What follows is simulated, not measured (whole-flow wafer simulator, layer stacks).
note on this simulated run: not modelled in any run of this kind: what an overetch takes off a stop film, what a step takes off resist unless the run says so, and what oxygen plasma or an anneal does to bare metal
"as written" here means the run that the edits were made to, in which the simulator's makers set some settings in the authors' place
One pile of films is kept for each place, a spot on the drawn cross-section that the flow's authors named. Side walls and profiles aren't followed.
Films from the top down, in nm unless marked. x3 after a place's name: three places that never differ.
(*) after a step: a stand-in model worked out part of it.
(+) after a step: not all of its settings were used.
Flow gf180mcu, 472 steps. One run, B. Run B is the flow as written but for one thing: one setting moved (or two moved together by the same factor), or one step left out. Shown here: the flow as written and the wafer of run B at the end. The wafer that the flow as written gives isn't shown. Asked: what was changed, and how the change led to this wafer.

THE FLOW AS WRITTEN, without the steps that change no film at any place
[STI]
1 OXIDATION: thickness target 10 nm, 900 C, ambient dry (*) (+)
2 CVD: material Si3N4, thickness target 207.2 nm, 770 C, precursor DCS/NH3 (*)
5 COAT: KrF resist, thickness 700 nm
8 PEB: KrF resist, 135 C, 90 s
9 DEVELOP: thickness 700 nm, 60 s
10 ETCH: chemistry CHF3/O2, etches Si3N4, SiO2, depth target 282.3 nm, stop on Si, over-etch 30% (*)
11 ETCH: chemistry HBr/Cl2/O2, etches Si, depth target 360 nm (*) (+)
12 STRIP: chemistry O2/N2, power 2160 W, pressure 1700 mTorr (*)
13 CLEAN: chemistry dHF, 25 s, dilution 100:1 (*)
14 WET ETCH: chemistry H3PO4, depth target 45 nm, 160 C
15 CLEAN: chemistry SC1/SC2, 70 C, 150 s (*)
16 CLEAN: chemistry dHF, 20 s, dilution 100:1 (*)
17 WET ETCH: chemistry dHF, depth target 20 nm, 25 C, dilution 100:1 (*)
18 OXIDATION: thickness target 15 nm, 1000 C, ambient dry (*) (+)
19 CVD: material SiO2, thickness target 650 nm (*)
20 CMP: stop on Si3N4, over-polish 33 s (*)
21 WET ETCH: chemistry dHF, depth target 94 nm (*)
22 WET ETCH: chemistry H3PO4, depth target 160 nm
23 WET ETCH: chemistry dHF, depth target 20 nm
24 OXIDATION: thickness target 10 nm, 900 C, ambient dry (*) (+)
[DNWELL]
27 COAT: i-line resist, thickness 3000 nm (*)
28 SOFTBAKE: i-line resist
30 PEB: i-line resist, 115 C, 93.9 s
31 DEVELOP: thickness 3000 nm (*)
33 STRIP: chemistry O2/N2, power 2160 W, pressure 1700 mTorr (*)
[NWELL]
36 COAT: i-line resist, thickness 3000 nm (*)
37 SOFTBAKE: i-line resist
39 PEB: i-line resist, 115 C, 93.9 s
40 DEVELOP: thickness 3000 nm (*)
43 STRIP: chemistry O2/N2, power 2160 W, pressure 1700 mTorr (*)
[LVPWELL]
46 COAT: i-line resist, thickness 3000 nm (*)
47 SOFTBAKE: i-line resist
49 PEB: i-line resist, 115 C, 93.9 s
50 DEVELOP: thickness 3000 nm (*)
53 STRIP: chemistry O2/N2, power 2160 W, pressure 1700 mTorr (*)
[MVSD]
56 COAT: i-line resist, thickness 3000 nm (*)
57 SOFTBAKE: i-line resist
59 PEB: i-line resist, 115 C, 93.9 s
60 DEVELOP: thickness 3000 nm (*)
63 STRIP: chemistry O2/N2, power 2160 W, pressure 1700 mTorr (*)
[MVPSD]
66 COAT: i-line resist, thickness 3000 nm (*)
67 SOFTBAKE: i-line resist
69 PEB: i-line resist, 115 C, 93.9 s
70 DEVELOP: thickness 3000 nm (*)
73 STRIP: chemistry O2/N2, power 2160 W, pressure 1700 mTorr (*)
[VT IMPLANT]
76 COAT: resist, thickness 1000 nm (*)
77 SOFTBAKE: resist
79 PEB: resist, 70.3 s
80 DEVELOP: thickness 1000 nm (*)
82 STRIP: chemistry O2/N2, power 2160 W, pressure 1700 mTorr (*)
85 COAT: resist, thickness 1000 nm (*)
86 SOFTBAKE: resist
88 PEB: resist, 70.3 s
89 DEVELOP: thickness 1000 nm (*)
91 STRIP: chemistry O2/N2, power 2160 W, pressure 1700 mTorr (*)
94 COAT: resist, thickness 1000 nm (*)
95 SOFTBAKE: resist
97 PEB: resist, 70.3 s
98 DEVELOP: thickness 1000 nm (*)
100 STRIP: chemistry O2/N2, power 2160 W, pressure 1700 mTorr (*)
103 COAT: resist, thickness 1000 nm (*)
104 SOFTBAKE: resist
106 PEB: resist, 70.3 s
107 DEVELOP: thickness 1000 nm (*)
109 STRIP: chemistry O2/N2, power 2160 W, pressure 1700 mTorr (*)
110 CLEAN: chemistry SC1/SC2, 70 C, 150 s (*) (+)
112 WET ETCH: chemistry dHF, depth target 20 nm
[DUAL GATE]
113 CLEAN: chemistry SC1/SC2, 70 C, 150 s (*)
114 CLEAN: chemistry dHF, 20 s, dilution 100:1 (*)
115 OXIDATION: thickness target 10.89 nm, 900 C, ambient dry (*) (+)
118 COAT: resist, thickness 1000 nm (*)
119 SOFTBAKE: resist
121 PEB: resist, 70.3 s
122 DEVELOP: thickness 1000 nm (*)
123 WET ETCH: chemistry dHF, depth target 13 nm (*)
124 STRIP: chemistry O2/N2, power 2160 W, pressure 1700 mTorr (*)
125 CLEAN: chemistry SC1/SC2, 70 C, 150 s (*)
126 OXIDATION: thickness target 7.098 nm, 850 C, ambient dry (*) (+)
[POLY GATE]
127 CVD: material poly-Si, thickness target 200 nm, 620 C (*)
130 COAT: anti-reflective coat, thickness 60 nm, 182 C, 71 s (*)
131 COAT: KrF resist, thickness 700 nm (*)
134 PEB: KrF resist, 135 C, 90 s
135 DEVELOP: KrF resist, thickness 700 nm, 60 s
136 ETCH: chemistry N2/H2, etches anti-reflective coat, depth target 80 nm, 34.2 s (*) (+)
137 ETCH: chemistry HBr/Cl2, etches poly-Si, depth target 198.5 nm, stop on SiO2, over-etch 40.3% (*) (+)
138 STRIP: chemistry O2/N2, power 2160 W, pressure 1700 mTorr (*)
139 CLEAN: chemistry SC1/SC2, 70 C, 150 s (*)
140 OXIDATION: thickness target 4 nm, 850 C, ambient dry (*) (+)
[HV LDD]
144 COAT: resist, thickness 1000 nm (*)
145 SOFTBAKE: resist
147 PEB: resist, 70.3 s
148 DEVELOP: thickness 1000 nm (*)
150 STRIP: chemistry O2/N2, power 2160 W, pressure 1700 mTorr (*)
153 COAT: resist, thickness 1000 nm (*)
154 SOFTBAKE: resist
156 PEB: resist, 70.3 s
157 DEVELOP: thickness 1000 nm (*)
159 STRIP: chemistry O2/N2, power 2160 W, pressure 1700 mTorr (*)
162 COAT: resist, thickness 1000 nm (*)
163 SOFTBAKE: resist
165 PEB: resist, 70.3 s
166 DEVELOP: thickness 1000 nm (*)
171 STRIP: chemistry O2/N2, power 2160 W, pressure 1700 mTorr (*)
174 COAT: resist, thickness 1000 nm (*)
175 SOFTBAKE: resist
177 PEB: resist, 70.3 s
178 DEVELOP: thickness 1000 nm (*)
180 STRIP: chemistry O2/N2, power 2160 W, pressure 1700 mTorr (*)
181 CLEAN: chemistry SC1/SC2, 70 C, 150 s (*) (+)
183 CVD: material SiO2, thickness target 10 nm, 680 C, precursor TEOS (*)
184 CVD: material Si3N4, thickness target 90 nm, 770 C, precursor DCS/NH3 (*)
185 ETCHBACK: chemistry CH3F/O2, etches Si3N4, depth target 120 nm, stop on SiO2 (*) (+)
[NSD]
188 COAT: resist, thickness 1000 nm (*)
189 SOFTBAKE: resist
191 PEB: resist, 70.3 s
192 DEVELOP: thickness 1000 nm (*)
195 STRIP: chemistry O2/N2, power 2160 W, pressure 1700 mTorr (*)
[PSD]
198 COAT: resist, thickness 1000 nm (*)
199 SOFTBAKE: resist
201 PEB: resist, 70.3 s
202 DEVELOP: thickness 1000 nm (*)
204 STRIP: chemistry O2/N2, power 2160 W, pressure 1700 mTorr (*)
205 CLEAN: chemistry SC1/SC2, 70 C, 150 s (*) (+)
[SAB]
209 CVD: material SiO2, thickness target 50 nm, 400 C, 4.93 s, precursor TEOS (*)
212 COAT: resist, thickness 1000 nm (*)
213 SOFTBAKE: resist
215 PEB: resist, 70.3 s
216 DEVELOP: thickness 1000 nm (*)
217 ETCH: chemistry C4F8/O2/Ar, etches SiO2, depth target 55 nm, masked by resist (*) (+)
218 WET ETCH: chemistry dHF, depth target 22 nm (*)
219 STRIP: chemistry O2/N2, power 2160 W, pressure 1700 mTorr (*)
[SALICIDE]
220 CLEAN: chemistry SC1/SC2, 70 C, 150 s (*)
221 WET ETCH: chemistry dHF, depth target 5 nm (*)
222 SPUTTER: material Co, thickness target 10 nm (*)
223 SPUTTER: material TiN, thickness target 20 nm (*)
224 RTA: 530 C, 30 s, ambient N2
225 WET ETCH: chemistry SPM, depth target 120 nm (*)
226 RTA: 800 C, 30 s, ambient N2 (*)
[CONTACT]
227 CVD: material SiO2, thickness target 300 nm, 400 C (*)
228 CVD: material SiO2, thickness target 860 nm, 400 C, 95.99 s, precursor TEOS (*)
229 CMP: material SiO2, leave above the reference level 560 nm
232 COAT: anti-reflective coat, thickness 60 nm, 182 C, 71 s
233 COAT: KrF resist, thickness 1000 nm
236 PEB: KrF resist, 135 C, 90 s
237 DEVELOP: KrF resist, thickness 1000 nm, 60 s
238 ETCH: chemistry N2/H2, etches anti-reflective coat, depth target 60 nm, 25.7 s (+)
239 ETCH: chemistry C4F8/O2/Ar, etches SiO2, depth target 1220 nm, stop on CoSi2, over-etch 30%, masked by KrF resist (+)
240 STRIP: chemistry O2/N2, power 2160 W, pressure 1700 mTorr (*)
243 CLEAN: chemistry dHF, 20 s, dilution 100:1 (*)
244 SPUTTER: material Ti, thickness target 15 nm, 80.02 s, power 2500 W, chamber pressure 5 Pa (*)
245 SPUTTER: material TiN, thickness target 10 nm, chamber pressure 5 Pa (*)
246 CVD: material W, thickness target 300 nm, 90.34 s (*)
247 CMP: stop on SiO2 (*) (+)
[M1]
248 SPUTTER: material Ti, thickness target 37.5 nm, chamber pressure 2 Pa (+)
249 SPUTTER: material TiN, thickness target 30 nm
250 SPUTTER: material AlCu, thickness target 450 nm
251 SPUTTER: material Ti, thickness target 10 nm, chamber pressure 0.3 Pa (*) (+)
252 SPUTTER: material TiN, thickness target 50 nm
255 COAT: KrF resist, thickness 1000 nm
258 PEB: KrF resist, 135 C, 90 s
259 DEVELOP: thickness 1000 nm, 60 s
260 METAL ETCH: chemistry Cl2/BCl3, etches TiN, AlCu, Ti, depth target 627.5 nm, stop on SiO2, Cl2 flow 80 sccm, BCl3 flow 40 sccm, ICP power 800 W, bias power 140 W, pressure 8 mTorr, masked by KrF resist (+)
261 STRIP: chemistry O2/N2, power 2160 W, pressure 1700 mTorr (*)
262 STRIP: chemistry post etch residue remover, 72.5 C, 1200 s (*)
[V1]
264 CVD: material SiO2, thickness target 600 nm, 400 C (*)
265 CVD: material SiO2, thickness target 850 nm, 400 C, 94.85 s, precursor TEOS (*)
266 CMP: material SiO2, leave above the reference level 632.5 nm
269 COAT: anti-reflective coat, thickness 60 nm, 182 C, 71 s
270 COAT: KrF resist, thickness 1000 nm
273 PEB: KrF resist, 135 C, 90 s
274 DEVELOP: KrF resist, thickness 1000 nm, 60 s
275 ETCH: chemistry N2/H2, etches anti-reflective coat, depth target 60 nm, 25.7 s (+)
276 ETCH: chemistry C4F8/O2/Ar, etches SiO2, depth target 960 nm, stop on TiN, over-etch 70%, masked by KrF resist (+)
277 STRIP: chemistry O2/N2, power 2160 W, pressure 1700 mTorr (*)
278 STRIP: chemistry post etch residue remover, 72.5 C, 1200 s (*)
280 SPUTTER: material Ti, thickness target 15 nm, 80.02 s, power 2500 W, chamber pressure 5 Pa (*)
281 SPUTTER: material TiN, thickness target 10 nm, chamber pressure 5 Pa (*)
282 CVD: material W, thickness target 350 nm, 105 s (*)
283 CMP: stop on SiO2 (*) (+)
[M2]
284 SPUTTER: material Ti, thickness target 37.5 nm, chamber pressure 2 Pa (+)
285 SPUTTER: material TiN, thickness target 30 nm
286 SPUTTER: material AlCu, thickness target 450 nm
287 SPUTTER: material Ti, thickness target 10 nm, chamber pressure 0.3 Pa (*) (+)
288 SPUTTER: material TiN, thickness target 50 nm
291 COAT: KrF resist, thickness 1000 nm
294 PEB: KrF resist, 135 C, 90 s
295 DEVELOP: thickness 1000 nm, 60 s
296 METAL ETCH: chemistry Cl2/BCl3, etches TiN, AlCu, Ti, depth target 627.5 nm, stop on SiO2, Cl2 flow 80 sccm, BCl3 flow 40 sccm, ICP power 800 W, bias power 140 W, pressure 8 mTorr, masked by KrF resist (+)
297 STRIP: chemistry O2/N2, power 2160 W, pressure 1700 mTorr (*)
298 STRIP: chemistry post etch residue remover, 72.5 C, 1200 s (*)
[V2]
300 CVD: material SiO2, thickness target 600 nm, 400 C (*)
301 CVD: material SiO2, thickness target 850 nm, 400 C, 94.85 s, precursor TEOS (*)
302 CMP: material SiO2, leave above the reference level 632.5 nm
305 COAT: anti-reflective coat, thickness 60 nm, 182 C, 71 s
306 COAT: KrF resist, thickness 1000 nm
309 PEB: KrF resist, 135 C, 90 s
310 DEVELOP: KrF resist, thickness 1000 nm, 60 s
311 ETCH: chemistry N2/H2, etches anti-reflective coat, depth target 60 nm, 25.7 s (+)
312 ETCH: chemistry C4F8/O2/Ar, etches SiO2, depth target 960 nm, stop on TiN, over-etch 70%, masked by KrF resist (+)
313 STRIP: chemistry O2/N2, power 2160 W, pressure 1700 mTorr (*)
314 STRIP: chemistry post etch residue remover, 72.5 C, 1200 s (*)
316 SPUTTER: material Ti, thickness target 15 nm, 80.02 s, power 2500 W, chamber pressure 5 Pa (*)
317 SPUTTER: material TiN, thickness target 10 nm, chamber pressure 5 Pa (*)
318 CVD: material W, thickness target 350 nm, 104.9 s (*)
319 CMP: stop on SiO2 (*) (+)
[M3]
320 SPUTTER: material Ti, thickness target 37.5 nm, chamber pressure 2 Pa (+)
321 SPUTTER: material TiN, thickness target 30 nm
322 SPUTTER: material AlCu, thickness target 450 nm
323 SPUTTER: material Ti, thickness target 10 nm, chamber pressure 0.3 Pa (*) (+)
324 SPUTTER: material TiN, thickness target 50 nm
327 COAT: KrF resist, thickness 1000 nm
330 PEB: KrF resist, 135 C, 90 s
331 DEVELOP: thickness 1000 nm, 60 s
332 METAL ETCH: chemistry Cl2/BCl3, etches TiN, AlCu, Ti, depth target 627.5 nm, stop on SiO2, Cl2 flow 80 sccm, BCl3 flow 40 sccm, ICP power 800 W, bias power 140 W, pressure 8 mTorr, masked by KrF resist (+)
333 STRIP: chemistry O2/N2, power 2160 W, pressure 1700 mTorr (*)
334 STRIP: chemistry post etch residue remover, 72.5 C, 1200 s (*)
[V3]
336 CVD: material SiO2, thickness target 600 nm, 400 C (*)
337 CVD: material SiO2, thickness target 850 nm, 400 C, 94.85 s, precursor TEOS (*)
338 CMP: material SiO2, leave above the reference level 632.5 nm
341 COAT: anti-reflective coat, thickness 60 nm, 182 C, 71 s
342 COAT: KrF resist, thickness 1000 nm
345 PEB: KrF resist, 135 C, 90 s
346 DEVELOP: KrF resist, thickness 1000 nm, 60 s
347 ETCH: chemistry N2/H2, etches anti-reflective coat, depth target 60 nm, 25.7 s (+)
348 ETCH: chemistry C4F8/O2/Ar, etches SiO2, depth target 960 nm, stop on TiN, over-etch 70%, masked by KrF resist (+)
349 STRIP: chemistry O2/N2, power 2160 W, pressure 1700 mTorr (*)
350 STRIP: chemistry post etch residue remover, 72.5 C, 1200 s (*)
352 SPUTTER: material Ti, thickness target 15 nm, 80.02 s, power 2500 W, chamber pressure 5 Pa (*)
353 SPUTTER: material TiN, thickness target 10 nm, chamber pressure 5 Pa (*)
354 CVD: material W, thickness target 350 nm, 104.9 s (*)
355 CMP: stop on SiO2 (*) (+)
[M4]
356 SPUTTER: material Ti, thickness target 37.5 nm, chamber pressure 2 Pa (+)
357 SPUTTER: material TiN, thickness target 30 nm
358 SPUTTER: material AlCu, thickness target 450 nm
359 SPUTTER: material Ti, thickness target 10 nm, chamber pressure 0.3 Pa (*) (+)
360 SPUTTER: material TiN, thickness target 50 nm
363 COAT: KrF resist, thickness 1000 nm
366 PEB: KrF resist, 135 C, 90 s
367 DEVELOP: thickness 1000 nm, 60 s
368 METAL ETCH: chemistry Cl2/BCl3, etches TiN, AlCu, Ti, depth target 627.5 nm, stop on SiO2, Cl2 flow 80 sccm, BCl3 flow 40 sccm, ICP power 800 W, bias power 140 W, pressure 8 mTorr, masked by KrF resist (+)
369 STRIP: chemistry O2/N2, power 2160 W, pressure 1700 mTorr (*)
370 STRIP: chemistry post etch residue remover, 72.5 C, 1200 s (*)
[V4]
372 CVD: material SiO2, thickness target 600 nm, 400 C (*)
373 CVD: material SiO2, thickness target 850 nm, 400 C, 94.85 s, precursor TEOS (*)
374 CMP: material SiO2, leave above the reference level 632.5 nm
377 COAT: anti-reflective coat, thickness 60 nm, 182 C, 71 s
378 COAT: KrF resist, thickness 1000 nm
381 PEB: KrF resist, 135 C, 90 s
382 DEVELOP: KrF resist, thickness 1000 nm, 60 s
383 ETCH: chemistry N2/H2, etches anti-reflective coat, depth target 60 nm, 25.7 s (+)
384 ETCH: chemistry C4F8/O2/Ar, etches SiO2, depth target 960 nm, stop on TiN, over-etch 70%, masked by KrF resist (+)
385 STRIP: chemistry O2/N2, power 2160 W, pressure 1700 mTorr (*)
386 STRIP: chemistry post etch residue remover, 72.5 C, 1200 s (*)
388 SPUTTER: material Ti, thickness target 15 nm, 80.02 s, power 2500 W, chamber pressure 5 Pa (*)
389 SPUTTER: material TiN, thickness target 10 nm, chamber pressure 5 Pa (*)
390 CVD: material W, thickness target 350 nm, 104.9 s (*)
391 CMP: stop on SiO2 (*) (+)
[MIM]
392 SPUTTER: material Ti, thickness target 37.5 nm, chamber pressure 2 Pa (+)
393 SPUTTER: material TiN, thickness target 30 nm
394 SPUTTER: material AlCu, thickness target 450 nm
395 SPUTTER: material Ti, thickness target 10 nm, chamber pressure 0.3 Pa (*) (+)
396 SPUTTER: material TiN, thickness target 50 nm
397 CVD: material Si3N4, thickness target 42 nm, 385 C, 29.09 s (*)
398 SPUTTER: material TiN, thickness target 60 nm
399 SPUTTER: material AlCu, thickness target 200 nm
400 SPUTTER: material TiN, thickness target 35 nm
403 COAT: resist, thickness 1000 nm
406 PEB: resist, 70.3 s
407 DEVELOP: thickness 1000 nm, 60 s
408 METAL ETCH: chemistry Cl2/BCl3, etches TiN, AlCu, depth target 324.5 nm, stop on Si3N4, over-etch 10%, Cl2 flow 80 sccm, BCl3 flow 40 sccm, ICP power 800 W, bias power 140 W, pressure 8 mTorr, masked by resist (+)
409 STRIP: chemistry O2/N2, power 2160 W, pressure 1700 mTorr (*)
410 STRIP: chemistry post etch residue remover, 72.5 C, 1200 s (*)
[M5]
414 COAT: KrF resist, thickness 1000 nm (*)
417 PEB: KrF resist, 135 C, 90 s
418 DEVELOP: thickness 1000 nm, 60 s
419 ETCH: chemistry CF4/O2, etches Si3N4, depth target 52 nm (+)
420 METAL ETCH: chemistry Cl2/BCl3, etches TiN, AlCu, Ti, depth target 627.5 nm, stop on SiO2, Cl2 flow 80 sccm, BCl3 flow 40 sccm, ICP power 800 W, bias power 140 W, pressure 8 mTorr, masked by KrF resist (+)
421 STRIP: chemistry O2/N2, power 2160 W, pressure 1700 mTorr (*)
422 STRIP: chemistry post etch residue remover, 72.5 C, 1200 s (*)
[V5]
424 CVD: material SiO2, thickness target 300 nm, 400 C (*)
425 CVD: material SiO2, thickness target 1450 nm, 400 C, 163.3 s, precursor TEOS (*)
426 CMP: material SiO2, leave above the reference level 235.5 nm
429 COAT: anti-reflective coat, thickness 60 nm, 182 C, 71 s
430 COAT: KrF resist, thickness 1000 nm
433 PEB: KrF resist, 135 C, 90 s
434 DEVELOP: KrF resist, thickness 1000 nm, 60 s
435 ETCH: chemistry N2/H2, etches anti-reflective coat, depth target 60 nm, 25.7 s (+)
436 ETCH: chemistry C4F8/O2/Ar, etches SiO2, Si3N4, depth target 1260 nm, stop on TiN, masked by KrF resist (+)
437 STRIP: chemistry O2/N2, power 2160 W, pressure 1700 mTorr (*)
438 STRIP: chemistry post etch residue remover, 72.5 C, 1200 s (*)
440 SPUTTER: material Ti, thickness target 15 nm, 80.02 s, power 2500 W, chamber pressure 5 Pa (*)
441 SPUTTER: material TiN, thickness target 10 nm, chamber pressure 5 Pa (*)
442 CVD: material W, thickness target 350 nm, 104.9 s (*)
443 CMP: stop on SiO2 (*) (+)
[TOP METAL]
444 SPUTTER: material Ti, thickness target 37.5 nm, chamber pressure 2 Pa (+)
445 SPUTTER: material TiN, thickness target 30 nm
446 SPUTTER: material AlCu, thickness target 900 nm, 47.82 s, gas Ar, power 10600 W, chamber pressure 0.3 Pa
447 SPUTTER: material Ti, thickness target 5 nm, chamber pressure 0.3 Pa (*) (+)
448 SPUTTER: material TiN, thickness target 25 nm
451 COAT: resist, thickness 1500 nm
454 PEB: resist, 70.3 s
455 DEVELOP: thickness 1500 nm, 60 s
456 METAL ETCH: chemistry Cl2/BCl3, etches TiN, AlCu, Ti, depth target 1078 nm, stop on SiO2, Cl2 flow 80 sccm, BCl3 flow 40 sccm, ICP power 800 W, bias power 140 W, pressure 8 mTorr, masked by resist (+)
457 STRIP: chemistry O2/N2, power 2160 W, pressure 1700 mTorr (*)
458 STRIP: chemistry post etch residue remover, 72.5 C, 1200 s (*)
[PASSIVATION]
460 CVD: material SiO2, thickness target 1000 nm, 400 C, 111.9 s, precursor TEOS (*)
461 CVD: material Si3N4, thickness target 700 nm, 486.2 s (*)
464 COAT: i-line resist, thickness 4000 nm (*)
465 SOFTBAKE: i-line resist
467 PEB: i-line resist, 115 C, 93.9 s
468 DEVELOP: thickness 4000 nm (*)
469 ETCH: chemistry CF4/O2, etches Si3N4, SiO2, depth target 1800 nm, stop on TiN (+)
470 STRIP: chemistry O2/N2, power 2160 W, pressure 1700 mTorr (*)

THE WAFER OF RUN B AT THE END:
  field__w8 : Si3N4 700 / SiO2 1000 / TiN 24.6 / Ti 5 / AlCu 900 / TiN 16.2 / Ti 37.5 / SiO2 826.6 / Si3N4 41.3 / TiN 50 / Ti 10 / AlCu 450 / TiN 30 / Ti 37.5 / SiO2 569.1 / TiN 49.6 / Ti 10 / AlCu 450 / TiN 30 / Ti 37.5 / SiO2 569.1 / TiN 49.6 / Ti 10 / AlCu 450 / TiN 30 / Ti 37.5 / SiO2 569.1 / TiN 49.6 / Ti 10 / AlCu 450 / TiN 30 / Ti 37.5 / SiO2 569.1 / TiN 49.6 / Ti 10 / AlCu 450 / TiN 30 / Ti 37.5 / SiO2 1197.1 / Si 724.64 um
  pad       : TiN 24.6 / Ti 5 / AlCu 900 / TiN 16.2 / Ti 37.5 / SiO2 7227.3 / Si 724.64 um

The cause: step 445, SPUTTER: thickness target 16.2 nm was run, where the flow has thickness target 30 nm.
It can be read off the wafer: field__w8 has TiN 16.2, and step 445 as written asks for 30 nm.

How the change led to this, step by step:
  445 SPUTTER: material TiN, thickness target 30 nm
      field, field__w1, field__w2 and 109 more: TiN +16.2 (new film) (as written it would be: TiN +30 (new film))
  456 METAL ETCH: chemistry Cl2/BCl3, etches TiN, AlCu, Ti, depth target 1078 nm, stop on SiO2, Cl2 flow 80 sccm, BCl3 flow 40 sccm, ICP power 800 W, bias power 140 W, pressure 8 mTorr, masked by resist (+)
      field, field__w1, field__w2 and 103 more: TiN -25 (all of it), Ti -5 (all of it), AlCu -900 (all of it), TiN -16.2 (all of it), Ti -37.5 (all of it) (as written it would be: TiN -25 (all of it), Ti -5 (all of it), AlCu -900 (all of it), TiN -30 (all of it), Ti -37.5 (all of it))
  465 SOFTBAKE: i-line resist
      field__w11, field__w13: i-line resist +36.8 (as written it would be: i-line resist +37.6)
      ld_acc_p, ld_fp_p: i-line resist +33.1 (as written it would be: i-line resist +33.8)
      (and at 27 more places)
